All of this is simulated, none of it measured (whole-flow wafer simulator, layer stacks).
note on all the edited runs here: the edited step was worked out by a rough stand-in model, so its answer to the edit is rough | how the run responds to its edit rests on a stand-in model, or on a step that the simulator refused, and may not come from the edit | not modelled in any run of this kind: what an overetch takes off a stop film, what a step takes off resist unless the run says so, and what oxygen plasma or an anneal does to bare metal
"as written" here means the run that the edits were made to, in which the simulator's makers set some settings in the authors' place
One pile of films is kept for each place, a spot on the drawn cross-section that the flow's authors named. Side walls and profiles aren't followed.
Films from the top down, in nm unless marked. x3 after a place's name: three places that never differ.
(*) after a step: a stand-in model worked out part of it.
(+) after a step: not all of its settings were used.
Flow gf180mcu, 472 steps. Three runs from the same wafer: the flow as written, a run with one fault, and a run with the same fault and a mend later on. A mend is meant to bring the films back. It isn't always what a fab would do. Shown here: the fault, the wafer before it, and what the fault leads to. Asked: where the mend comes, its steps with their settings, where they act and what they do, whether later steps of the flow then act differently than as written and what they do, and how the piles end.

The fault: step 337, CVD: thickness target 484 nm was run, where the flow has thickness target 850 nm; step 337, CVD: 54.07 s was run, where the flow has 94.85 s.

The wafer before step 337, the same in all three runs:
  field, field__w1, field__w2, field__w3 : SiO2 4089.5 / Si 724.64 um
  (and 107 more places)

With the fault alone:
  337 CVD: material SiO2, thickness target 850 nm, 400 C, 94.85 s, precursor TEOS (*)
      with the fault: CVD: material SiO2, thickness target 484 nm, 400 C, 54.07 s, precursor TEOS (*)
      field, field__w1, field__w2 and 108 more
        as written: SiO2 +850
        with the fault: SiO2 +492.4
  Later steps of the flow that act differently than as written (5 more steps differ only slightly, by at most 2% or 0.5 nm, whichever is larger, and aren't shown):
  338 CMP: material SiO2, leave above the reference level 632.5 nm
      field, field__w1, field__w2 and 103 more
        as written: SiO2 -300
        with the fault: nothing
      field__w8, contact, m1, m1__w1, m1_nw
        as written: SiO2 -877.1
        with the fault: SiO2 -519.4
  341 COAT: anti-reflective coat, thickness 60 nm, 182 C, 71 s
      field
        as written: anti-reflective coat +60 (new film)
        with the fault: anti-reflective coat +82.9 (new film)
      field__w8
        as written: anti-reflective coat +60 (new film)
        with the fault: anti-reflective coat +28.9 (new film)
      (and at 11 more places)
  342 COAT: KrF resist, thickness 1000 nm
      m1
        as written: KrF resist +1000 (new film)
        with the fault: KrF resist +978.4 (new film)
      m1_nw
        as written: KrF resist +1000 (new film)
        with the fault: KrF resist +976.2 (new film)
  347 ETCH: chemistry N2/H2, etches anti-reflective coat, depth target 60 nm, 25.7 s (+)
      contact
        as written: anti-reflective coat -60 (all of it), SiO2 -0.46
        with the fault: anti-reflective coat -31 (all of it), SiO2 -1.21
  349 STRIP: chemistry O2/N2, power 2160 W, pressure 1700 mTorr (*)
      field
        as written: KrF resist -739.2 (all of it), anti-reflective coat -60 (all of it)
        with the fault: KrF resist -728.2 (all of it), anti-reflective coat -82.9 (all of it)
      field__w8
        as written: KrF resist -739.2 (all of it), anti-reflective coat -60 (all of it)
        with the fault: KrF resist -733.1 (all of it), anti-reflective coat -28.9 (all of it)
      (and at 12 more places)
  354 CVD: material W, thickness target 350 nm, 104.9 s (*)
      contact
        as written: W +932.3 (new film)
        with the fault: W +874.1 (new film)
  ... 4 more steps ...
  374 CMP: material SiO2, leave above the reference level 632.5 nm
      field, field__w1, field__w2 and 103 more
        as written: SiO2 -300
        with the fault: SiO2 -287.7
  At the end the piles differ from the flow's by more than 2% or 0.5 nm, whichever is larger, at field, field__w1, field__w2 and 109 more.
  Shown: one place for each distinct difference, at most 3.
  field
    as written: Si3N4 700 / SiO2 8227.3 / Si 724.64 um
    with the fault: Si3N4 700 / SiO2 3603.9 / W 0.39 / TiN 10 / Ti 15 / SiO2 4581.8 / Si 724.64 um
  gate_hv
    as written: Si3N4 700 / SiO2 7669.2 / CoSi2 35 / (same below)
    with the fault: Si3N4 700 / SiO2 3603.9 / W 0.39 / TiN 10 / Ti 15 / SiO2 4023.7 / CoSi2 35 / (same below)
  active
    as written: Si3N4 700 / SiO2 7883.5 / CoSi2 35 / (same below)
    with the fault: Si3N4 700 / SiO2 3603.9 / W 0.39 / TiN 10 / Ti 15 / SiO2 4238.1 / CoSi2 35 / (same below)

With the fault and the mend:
  The mend comes after step 337.
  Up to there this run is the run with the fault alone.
  337a CVD: material SiO2, thickness target 366 nm, 400 C, 40.84 s, precursor TEOS (*) (the flow's step 337 once more, with other settings)
      field, field__w1, field__w2 and 108 more
        SiO2 +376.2
  Later steps of the flow that act differently than as written:
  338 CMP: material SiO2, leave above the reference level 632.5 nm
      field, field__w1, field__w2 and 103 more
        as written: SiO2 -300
        with the mend: SiO2 -318.5
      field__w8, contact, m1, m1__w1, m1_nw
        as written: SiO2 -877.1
        with the mend: SiO2 -895.6
  At the end the piles are the same as the flow's at every place that both follow.
